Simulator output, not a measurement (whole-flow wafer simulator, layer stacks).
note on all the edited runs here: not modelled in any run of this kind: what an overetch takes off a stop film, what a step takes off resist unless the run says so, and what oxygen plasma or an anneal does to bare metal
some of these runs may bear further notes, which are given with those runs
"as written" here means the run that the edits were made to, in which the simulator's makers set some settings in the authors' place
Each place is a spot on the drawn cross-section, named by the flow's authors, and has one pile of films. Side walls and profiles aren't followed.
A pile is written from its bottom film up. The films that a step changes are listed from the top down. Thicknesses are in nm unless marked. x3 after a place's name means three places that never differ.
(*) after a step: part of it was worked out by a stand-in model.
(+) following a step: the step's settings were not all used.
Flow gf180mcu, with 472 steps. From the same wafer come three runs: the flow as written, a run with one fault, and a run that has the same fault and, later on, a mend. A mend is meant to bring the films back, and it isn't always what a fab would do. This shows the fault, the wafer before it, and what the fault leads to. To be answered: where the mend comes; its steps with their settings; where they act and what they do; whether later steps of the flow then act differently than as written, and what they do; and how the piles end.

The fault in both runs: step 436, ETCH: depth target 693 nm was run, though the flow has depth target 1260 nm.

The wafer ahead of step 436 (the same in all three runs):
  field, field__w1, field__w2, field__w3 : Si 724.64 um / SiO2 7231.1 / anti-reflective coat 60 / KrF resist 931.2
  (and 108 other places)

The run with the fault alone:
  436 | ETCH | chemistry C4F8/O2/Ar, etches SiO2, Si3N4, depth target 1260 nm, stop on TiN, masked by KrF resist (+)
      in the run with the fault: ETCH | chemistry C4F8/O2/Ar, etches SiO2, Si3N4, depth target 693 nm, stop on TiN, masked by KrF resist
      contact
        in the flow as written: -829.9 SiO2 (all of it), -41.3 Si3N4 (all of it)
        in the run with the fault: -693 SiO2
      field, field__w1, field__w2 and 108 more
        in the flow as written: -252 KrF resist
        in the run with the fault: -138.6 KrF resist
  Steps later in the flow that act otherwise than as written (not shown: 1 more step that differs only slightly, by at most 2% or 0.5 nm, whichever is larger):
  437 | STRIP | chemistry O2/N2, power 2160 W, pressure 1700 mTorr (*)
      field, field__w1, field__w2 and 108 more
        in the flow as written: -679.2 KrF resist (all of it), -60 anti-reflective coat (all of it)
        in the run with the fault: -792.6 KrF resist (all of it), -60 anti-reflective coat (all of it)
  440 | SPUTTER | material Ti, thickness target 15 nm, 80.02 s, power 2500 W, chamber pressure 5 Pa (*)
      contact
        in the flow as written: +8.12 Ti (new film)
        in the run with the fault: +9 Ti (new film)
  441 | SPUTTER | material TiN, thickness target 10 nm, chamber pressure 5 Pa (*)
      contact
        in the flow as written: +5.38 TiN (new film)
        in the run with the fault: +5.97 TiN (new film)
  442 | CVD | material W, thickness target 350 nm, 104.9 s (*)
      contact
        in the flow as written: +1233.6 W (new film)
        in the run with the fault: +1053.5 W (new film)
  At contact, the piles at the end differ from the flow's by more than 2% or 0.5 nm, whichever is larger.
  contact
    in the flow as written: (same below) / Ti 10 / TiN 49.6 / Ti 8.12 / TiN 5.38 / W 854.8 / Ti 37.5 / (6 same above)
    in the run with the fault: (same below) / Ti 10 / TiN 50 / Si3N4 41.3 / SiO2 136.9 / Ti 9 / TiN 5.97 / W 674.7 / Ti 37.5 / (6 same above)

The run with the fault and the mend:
  After step 436 comes the mend.
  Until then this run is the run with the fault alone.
  436a | ETCH | chemistry C4F8/O2/Ar, etches SiO2, Si3N4, depth target 567 nm, stop on TiN, masked by KrF resist (+) (the flow's step 436 again, with other settings)
      field, field__w1, field__w2 and 108 more
        -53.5 KrF resist
      contact
        -136.9 SiO2 (all of it), -41.3 Si3N4 (all of it)
  Steps later in the flow that act otherwise than as written:
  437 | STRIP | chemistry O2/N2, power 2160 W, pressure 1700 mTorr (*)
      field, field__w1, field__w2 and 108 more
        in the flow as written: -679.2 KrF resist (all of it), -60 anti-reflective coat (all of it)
        in the run with the mend: -739.1 KrF resist (all of it), -60 anti-reflective coat (all of it)
  The piles end the same as the flow's at every place that both follow.
